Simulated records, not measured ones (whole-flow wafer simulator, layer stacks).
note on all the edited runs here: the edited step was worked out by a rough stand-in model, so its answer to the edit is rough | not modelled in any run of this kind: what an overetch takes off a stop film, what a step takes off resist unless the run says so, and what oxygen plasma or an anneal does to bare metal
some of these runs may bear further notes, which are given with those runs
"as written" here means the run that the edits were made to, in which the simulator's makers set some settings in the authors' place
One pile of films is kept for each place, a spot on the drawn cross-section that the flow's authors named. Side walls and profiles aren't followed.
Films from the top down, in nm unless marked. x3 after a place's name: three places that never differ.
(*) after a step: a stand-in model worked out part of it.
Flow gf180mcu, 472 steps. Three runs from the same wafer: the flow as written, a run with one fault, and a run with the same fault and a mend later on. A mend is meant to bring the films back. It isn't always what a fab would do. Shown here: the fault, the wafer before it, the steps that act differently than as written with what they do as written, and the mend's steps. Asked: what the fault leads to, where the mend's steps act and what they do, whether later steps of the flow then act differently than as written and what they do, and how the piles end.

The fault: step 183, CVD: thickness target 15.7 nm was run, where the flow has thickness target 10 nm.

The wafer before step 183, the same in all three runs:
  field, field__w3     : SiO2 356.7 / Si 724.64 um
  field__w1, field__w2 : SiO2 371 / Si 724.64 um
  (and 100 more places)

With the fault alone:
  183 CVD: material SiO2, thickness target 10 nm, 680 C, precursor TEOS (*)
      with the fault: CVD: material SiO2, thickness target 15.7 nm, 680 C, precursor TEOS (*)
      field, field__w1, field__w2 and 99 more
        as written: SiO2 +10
        with the fault: SiO2 +15.7
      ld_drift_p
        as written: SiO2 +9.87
        with the fault: SiO2 +15.5
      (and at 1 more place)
  Later steps of the flow that act differently than as written (21 more steps differ only slightly, by at most 2% or 0.5 nm, whichever is larger, and aren't shown):
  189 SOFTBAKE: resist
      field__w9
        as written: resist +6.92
        with the fault: resist -3.06
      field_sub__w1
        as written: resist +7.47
        with the fault: resist +9.77
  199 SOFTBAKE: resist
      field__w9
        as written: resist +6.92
        with the fault: resist -3.06
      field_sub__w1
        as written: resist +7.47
        with the fault: resist +9.77
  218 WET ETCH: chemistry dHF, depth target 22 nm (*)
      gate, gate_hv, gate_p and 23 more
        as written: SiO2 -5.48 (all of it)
        with the fault: SiO2 -11.2 (all of it)
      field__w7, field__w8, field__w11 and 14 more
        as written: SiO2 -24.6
        with the fault: SiO2 -25.5
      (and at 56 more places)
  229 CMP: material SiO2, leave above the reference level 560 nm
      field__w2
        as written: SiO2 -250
        with the fault: SiO2 -256
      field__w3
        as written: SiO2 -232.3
        with the fault: SiO2 -238.2
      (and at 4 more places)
  At the end the piles differ from the flow's by more than 2% or 0.5 nm, whichever is larger, at spacer.
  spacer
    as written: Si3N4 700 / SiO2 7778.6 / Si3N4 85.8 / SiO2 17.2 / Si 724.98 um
    with the fault: Si3N4 700 / SiO2 7772.9 / Si3N4 85.8 / SiO2 22.9 / Si 724.98 um

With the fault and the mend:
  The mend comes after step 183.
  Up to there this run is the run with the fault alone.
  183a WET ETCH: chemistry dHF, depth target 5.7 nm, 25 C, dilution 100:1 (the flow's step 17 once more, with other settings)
      field, field__w1, field__w2 and 101 more
        SiO2 -5.7
  No later step of the flow acts differently than as written, at any place that is followed, by more than 2% or 0.5 nm, whichever is larger.
  At the end the piles differ from the flow's only slightly at the places that both follow, by at most 2% or 0.5 nm, whichever is larger.
